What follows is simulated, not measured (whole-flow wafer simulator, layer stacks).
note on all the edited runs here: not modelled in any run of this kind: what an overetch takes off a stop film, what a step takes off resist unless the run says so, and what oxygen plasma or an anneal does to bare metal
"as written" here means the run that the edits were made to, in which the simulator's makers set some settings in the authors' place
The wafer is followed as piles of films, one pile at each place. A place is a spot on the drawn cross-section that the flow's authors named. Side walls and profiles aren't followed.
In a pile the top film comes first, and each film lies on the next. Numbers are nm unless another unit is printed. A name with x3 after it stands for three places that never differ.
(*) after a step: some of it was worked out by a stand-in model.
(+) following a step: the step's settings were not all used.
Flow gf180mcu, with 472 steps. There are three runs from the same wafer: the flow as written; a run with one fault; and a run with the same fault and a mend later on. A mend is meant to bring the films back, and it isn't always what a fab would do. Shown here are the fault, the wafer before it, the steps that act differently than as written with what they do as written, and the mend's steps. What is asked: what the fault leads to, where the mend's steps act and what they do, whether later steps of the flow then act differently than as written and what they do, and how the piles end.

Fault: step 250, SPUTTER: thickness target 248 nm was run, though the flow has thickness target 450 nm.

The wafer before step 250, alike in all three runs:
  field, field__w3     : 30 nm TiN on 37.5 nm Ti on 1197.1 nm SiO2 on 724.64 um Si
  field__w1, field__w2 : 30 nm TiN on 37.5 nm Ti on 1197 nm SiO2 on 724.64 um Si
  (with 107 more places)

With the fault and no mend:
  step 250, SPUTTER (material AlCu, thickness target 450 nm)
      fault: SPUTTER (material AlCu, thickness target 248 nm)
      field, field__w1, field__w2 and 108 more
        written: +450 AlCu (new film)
        fault: +248 AlCu (new film)
  Steps further on in the flow that do not act as written:
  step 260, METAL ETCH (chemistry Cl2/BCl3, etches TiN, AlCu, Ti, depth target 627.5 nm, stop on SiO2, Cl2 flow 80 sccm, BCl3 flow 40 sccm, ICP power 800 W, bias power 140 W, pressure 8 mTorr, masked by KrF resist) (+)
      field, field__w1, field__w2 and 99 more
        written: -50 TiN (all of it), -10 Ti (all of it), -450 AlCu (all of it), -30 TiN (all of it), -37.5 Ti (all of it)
        fault: -50 TiN (all of it), -10 Ti (all of it), -248 AlCu (all of it), -30 TiN (all of it), -37.5 Ti (all of it)
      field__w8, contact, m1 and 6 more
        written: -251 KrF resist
        fault: -225.3 KrF resist
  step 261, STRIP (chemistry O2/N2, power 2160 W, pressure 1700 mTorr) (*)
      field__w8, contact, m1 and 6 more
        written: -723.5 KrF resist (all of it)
        fault: -749.2 KrF resist (all of it)
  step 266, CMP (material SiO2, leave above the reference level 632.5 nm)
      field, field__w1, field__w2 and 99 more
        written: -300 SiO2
        fault: -502 SiO2
  The piles end different from the flow's at field, field__w1, field__w2 and 109 more by more than 2% or 0.5 nm, whichever is larger.
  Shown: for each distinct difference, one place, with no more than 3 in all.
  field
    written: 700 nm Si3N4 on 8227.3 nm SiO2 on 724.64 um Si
    fault: 700 nm Si3N4 on 8025.3 nm SiO2 on 724.64 um Si
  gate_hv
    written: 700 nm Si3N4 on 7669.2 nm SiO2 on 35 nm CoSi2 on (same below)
    fault: 700 nm Si3N4 on 7467.2 nm SiO2 on 35 nm CoSi2 on (same below)
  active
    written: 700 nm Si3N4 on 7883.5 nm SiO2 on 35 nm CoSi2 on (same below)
    fault: 700 nm Si3N4 on 7681.5 nm SiO2 on 35 nm CoSi2 on (same below)

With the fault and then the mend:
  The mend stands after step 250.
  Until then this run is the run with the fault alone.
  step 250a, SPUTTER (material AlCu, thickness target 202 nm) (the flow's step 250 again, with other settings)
      field, field__w1, field__w2 and 108 more
        +202 AlCu
  None of the later steps of the flow acts differently than as written at any place that is followed.
  The piles end the same as the flow's at every place that both follow.
